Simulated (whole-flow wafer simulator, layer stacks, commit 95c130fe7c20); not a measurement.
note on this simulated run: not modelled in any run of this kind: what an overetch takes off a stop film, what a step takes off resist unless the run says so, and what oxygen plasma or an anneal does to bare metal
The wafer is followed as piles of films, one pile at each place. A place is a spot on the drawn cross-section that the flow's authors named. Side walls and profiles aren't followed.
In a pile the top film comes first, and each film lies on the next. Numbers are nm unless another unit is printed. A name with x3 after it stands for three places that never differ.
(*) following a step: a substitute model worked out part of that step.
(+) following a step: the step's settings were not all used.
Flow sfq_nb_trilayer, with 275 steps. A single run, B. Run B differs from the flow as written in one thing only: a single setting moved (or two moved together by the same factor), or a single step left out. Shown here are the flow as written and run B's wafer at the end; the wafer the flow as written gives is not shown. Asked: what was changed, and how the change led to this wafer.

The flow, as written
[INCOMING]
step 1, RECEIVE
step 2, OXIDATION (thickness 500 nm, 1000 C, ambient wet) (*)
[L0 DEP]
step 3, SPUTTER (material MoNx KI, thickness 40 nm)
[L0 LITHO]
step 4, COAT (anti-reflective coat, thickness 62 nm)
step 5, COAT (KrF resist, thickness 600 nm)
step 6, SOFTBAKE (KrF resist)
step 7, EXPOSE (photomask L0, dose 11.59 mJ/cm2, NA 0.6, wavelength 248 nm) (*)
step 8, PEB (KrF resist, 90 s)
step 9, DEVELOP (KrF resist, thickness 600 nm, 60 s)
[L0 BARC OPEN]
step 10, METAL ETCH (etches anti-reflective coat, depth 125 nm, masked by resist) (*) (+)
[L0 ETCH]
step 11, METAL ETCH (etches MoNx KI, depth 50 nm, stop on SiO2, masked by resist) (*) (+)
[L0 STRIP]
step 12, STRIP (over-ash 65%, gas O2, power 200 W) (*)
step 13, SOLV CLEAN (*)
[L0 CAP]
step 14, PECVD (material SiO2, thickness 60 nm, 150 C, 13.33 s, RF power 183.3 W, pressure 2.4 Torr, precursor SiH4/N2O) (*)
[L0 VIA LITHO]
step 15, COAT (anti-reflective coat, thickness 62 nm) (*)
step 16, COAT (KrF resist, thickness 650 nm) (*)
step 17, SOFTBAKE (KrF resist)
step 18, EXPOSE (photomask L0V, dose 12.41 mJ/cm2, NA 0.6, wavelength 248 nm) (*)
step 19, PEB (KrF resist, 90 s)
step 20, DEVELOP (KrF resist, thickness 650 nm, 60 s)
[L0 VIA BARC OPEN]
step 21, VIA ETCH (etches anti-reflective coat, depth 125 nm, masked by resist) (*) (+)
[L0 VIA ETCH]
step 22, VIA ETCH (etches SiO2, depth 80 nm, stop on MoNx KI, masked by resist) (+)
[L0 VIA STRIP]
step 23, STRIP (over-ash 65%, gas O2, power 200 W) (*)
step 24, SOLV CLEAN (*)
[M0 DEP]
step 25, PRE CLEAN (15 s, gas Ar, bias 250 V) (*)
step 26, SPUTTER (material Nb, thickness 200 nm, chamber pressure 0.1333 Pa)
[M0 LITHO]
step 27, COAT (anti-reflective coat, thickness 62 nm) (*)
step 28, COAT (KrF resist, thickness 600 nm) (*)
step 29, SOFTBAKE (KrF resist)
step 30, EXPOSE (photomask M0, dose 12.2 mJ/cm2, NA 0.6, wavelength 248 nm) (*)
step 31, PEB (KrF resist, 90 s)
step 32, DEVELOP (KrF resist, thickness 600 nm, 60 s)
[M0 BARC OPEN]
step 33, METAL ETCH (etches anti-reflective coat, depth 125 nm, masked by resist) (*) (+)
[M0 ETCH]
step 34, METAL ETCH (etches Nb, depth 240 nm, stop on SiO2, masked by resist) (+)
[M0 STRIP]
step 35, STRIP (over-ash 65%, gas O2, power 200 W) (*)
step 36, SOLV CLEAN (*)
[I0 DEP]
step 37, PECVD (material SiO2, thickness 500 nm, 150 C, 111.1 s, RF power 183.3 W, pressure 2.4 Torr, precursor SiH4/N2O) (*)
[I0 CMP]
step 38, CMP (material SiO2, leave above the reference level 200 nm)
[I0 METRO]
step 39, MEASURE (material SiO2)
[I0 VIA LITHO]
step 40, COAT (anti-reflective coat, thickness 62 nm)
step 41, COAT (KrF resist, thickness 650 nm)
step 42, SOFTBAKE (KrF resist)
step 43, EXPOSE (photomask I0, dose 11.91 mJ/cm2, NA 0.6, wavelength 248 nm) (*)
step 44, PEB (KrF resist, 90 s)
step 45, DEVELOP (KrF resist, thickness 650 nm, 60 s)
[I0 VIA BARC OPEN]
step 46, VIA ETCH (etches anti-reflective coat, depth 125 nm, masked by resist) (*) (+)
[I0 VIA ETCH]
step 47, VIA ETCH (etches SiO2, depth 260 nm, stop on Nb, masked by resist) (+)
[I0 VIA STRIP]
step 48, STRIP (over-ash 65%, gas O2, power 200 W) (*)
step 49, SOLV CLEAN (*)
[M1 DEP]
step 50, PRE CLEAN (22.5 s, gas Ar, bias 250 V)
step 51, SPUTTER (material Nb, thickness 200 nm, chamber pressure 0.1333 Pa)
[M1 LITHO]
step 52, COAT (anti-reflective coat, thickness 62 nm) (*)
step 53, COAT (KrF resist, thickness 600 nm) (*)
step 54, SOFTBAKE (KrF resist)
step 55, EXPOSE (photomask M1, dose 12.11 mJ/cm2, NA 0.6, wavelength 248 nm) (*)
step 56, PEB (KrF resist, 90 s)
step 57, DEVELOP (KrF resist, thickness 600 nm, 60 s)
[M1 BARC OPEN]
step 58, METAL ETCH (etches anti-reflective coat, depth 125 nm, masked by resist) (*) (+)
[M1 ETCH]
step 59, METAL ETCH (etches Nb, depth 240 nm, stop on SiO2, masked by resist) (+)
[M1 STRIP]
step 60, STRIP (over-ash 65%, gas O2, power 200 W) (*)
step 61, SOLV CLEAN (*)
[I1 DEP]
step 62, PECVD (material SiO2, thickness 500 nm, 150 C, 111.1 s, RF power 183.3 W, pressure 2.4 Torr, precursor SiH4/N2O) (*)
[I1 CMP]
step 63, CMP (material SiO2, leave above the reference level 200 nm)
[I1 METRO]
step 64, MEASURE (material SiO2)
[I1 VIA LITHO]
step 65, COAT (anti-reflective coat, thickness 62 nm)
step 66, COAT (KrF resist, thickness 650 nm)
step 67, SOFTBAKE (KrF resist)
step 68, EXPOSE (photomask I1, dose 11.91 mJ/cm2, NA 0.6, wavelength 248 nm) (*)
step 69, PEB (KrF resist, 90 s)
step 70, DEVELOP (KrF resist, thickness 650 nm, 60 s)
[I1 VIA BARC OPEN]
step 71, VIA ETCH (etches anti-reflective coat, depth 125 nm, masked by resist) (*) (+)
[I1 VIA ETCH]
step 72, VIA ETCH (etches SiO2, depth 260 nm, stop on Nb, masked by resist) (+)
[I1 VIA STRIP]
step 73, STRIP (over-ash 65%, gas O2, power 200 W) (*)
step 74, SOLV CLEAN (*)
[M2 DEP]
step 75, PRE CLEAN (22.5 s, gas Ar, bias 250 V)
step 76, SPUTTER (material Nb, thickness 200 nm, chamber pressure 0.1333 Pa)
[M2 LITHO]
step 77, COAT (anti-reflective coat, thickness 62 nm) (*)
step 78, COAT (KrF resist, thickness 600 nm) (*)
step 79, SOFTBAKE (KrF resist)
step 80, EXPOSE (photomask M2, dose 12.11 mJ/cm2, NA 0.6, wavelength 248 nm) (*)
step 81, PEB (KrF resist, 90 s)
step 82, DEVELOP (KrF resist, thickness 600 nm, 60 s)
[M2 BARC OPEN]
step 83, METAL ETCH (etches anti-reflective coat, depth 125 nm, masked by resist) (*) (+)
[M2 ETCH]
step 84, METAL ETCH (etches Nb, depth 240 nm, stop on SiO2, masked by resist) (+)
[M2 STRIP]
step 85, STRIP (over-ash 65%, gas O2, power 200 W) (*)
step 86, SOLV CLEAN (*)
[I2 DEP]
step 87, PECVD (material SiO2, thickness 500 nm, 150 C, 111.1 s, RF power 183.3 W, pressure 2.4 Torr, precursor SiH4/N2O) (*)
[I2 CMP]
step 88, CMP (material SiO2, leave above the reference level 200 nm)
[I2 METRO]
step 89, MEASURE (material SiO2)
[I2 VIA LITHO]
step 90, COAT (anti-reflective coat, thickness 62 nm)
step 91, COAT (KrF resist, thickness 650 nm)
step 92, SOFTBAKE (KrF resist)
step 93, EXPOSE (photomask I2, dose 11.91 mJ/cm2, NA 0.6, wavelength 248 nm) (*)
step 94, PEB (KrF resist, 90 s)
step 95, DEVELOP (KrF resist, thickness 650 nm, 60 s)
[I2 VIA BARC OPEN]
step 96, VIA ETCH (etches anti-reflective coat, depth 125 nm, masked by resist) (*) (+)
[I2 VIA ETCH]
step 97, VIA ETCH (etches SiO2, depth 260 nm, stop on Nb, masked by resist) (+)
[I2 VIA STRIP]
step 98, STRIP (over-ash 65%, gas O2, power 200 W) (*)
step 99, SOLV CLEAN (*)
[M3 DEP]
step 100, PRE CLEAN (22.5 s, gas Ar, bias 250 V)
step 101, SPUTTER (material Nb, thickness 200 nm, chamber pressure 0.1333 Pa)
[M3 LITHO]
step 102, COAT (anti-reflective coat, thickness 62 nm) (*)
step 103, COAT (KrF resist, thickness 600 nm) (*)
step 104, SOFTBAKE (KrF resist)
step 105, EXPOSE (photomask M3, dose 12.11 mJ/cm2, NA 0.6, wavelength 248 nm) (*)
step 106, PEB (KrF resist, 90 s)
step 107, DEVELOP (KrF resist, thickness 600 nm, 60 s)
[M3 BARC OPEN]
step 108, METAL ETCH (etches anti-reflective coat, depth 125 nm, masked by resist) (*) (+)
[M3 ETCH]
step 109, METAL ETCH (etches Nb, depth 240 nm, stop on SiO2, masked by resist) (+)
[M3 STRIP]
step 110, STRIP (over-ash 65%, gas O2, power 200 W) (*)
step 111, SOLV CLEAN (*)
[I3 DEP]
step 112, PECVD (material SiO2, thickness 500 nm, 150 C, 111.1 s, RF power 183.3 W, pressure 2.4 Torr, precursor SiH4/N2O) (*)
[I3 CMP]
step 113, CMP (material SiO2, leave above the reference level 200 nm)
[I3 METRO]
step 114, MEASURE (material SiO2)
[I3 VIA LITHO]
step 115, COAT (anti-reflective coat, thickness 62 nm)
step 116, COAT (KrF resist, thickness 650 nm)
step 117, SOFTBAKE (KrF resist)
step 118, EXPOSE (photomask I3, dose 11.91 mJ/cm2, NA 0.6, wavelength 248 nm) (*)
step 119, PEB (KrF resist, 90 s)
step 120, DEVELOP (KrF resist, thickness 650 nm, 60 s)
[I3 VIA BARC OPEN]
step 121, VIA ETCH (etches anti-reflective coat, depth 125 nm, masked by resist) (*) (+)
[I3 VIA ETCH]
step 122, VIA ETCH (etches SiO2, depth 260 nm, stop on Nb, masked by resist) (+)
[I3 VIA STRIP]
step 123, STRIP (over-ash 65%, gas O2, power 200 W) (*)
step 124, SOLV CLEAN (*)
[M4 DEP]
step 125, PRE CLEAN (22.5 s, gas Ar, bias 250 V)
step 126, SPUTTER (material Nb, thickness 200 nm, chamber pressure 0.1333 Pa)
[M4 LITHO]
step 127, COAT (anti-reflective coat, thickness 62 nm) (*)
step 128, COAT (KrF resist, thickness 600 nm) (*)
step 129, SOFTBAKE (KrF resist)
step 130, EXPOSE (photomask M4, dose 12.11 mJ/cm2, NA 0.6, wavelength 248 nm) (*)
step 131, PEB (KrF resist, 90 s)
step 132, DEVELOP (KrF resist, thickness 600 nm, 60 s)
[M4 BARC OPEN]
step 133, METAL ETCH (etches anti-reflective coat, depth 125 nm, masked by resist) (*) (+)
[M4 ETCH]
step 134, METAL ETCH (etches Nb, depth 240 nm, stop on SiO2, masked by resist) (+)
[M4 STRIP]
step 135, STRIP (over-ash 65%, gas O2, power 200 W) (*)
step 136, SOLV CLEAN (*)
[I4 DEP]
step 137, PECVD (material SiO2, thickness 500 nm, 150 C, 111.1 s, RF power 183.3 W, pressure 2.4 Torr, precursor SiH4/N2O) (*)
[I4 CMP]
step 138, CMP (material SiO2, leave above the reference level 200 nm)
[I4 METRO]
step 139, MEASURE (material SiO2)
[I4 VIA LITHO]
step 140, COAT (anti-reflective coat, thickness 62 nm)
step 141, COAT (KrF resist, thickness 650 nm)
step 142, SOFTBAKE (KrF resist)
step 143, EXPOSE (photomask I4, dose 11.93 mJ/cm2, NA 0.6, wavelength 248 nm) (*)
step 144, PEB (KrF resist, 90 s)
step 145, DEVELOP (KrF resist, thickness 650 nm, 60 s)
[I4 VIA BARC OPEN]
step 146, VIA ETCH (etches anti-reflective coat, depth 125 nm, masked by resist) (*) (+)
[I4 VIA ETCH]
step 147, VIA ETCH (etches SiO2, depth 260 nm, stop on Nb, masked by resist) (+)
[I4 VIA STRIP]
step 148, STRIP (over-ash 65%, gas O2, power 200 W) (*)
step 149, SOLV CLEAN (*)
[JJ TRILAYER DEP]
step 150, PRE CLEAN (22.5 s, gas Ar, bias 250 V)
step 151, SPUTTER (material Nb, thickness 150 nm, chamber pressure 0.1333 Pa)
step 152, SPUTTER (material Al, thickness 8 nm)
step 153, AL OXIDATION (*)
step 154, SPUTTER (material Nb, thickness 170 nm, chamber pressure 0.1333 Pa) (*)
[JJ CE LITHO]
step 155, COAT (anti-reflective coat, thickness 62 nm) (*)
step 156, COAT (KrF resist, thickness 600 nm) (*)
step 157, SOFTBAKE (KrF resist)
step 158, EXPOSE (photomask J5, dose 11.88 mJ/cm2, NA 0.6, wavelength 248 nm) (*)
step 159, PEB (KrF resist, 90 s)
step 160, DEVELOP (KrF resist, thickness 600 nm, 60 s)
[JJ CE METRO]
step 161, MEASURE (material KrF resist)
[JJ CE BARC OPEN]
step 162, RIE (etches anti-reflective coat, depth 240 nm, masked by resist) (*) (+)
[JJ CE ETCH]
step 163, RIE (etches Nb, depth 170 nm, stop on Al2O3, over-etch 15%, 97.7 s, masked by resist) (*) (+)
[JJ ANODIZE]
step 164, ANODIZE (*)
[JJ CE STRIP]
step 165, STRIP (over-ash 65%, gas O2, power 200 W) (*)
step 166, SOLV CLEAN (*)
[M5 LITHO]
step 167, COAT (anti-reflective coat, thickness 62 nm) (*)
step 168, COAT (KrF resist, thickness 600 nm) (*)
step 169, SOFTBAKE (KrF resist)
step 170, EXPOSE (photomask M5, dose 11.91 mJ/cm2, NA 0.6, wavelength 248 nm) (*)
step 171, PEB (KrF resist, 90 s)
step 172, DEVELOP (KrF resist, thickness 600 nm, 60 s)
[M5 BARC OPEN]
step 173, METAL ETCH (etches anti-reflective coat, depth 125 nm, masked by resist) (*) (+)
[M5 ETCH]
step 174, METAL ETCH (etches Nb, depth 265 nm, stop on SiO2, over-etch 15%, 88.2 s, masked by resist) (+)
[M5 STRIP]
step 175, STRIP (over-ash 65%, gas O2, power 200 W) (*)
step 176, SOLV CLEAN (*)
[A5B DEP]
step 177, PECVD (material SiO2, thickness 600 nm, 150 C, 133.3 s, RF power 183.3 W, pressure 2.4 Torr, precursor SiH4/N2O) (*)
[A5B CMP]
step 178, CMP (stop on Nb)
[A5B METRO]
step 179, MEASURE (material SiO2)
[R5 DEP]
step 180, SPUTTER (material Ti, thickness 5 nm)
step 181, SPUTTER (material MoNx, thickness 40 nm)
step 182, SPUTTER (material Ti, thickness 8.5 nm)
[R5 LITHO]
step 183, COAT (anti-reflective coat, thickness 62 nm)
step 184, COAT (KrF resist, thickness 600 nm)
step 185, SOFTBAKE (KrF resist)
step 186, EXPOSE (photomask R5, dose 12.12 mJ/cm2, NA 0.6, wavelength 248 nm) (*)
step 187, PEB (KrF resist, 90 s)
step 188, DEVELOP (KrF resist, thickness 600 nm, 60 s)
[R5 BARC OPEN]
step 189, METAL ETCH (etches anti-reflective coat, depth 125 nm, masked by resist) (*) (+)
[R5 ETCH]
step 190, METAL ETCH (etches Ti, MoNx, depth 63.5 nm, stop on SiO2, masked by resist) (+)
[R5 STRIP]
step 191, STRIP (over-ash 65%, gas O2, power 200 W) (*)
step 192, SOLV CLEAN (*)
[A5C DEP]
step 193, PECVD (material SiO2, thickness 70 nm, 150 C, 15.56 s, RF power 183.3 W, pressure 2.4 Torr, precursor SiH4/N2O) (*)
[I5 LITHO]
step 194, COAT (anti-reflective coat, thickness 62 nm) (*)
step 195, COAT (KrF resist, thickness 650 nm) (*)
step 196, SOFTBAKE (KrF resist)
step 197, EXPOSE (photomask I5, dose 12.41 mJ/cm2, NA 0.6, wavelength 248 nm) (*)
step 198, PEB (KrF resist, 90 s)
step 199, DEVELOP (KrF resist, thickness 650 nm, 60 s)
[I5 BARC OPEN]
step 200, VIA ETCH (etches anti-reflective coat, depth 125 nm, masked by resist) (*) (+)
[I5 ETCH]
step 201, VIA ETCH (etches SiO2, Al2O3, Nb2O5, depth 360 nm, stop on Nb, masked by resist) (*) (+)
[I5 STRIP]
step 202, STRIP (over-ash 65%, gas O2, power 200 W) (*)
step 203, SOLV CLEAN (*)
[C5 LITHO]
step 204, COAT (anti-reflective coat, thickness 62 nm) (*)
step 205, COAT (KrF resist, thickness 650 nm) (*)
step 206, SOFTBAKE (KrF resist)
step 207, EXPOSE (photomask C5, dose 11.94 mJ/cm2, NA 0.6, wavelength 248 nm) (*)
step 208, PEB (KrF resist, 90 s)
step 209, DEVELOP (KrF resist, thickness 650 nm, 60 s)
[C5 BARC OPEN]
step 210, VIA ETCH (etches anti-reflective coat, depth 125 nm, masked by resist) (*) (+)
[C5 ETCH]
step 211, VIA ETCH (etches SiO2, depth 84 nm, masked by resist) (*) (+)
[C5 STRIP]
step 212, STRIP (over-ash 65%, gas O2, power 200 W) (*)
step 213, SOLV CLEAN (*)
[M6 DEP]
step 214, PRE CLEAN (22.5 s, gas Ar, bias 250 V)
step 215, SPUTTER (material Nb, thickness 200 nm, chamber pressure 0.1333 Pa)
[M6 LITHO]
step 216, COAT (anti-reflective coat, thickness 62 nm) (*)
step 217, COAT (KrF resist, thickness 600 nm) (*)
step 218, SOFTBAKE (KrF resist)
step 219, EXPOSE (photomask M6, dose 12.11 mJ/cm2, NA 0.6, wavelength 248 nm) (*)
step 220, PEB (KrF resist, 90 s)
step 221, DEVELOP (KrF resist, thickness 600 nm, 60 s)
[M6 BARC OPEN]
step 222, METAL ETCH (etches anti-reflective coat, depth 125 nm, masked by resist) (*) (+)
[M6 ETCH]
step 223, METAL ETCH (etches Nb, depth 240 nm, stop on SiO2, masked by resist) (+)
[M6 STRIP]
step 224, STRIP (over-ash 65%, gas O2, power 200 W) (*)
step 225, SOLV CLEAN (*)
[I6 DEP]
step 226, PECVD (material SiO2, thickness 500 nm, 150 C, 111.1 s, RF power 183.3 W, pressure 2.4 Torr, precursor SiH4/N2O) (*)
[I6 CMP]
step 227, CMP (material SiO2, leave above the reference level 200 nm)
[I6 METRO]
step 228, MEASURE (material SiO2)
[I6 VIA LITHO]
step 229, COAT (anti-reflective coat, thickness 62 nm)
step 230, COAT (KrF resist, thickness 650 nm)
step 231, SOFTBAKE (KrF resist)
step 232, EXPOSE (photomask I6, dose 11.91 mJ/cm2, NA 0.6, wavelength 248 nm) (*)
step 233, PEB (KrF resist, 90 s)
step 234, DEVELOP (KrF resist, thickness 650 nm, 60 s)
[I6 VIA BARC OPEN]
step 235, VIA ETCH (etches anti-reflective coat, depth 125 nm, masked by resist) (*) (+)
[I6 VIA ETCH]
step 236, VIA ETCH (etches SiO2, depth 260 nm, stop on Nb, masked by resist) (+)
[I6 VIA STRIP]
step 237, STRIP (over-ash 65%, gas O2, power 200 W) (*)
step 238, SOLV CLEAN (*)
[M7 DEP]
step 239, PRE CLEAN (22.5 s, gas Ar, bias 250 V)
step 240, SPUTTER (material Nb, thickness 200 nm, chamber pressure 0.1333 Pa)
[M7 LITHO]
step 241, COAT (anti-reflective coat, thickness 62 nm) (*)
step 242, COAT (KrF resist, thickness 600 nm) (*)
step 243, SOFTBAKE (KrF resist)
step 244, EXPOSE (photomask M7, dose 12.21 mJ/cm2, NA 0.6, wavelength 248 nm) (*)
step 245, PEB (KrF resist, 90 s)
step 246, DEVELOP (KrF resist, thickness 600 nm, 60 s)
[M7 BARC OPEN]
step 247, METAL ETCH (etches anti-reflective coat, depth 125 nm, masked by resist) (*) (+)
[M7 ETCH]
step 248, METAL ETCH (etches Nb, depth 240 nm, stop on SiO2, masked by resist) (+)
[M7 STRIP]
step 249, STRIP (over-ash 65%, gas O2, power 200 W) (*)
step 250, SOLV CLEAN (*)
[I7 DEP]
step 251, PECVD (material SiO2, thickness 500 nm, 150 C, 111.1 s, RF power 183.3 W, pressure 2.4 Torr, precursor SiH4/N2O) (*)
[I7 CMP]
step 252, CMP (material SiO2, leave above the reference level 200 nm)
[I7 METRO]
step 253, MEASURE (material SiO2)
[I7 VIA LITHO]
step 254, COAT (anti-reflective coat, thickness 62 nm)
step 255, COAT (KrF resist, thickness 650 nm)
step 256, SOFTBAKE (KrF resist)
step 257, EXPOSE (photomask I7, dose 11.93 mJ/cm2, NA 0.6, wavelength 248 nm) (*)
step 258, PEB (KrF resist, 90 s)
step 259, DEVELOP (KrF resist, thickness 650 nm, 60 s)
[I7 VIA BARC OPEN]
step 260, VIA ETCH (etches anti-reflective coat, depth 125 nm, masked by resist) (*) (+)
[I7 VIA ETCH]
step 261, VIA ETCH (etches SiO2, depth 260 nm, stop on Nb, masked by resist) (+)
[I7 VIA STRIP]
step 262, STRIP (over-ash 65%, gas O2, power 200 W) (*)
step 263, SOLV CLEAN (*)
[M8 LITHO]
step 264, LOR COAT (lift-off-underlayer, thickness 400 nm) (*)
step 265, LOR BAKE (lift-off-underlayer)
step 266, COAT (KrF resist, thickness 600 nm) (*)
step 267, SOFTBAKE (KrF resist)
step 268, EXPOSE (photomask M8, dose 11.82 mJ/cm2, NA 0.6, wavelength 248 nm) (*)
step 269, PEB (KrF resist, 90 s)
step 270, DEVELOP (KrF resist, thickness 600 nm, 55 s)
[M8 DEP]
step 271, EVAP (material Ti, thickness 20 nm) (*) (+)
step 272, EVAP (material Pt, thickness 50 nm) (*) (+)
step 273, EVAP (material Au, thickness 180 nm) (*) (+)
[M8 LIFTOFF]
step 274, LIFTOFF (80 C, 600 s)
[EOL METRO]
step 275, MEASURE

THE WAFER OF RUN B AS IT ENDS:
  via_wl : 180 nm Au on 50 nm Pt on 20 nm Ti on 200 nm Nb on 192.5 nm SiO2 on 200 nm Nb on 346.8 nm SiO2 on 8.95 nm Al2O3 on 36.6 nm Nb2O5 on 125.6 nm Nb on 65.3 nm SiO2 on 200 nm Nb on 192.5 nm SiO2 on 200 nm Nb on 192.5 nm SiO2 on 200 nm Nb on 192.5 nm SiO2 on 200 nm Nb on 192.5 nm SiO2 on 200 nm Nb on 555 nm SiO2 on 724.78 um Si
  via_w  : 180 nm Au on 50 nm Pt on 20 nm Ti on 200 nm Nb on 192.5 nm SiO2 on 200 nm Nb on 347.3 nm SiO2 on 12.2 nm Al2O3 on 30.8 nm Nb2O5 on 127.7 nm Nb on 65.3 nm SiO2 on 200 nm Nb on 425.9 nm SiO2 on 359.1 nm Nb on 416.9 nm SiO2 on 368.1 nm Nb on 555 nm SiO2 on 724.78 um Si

The reason: step 147, VIA ETCH: depth 127 nm was run, whereas the flow has depth 260 nm.

Step by step, how the change led to this:
  step 147, VIA ETCH (etches SiO2, depth 260 nm, stop on Nb, masked by resist) (+)
      via_wl, via_w, via_wr: -127 SiO2 (as written it would have been: -199.8 SiO2 (all of it))
      field_l, v_sur, via_sp and 100 more: -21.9 KrF resist (as written it would have been: -44.8 KrF resist)
  step 148, STRIP (over-ash 65%, gas O2, power 200 W) (*)
      field_l, v_sur, via_sp and 100 more: -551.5 KrF resist (all of it), -62 anti-reflective coat (all of it) (as written it would have been: -528.6 KrF resist (all of it), -62 anti-reflective coat (all of it))
  step 150, PRE CLEAN (22.5 s, gas Ar, bias 250 V)
      via_wl, via_w, via_wr: -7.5 SiO2 (as written it would have been: -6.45 Nb)
  step 151, SPUTTER (material Nb, thickness 150 nm, chamber pressure 0.1333 Pa)
      via_wl, via_w, via_wr: +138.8 Nb (new film) (as written it would have been: +130.4 Nb)
  step 152, SPUTTER (material Al, thickness 8 nm)
      via_wl, via_wr: +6 Al (new film) (as written it would have been: +5.14 Al (new film))
      via_w: +7.78 Al (new film) (as written it would have been: +7.12 Al (new film))
  step 154, SPUTTER (material Nb, thickness 170 nm, chamber pressure 0.1333 Pa) (*)
      via_wl, via_wr: +123 Nb (new film) (as written it would have been: +140.7 Nb (new film))
      via_w: +165.6 Nb (new film) (as written it would have been: +141 Nb (new film))
  step 155, COAT (anti-reflective coat, thickness 62 nm) (*)
      via_wl, via_wr: +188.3 anti-reflective coat (new film) (as written it would have been: +209.4 anti-reflective coat (new film))
      v_sur: +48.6 anti-reflective coat (new film) (as written it would have been: +45.1 anti-reflective coat (new film))
      (and at 2 other places as well)
  step 156, COAT (KrF resist, thickness 600 nm) (*)
      via_wl: +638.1 KrF resist (new film) (as written it would have been: +663 KrF resist (new film))
      via_w: +685.6 KrF resist (new film) (as written it would have been: +763.8 KrF resist (new film))
      (and at 1 other place as well)
  step 160, DEVELOP (KrF resist, thickness 600 nm, 60 s)
      via_wl: -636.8 KrF resist (all of it) (as written it would have been: -661.6 KrF resist (all of it))
      via_w: -684.2 KrF resist (all of it) (as written it would have been: -762.1 KrF resist (all of it))
      (and at 1 other place as well)
  step 162, RIE (etches anti-reflective coat, depth 240 nm, masked by resist) (*) (+)
      ce_l, c5j, ce_r, wl_jj: -188.3 KrF resist (as written it would have been: -209.4 KrF resist)
      via_wl, via_wr: -188.3 anti-reflective coat (all of it) (as written it would have been: -209.4 anti-reflective coat (all of it))
      (and at 3 other places as well)
  step 163, RIE (etches Nb, depth 170 nm, stop on Al2O3, over-etch 15%, 97.7 s, masked by resist) (*) (+)
      via_w: -165.6 Nb (all of it), -0.6 Al2O3 (as written it would have been: -141 Nb (all of it), -0.96 Al2O3 (all of it))
      via_wl, via_wr: -123 Nb (all of it), -0.96 Al2O3 (all of it) (as written it would have been: -140.7 Nb (all of it), -0.96 Al2O3 (all of it))
  step 164, ANODIZE (*)
      via_w: +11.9 Al2O3, +30.8 Nb2O5 (new film), -7.2 Al (all of it), -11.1 Nb (as written it would have been: +10.8 Al2O3 (new film), +33.3 Nb2O5 (new film), -6.54 Al (all of it), -12 Nb)
      via_wl, via_wr: +8.95 Al2O3 (new film), +36.6 Nb2O5 (new film), -5.42 Al (all of it), -13.2 Nb (as written it would have been: +7.52 Al2O3 (new film), +39.2 Nb2O5 (new film), -4.56 Al (all of it), -14.1 Nb)
  step 165, STRIP (over-ash 65%, gas O2, power 200 W) (*)
      c5j, ce_r: -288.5 KrF resist (all of it), -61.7 anti-reflective coat (all of it) (as written it would have been: -266.9 KrF resist (all of it), -61.5 anti-reflective coat (all of it))
      ce_l: -288.4 KrF resist (all of it), -61.7 anti-reflective coat (all of it) (as written it would have been: -266.8 KrF resist (all of it), -61.4 anti-reflective coat (all of it))
      (and at 1 other place as well)
  step 167, COAT (anti-reflective coat, thickness 62 nm) (*)
      via_wl: +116 anti-reflective coat (new film) (as written it would have been: +170.5 anti-reflective coat (new film))
      via_w: +74.6 anti-reflective coat (new film) (as written it would have been: +84.1 anti-reflective coat (new film))
      (and at 2 other places as well)
  step 168, COAT (KrF resist, thickness 600 nm) (*)
      v_sur: +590 KrF resist (new film) (as written it would have been: +577.9 KrF resist (new film))
      via_w: +683.4 KrF resist (new film) (as written it would have been: +732.6 KrF resist (new film))
  step 175, STRIP (over-ash 65%, gas O2, power 200 W) (*)
      v_sur: -361.2 KrF resist (all of it), -45.2 anti-reflective coat (all of it) (as written it would have been: -349.2 KrF resist (all of it), -44.9 anti-reflective coat (all of it))
      via_wl: -419 KrF resist (all of it), -116 anti-reflective coat (all of it) (as written it would have been: -427 KrF resist (all of it), -170.5 anti-reflective coat (all of it))
      (and at 3 other places as well)
  step 178, CMP (stop on Nb)
      via_wl, via_wr: -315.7 SiO2 (as written it would have been: -235.7 SiO2)
      via_w: -315.2 SiO2 (as written it would have been: -235.2 SiO2)
If metal films that touch count as one body, via_wl has 8 bodies (between them, from the top down: SiO2 192.5; SiO2 346.8 / Al2O3 8.95 / Nb2O5 36.6; SiO2 65.3; SiO2 192.5; SiO2 192.5; SiO2 192.5; SiO2 192.5); the flow as written gives 7 bodies (between them, from the top down: SiO2 192.5; SiO2 426.8 / Al2O3 7.52 / Nb2O5 39.2; SiO2 192.5; SiO2 192.5; SiO2 192.5; SiO2 192.5).
If metal films that touch count as one body, via_w has 6 bodies (between them, from the top down: SiO2 192.5; SiO2 347.3 / Al2O3 12.2 / Nb2O5 30.8; SiO2 65.3; SiO2 425.9; SiO2 416.9); the flow as written gives 5 bodies (between them, from the top down: SiO2 192.5; SiO2 427.3 / Al2O3 10.8 / Nb2O5 33.3; SiO2 425.9; SiO2 416.9).
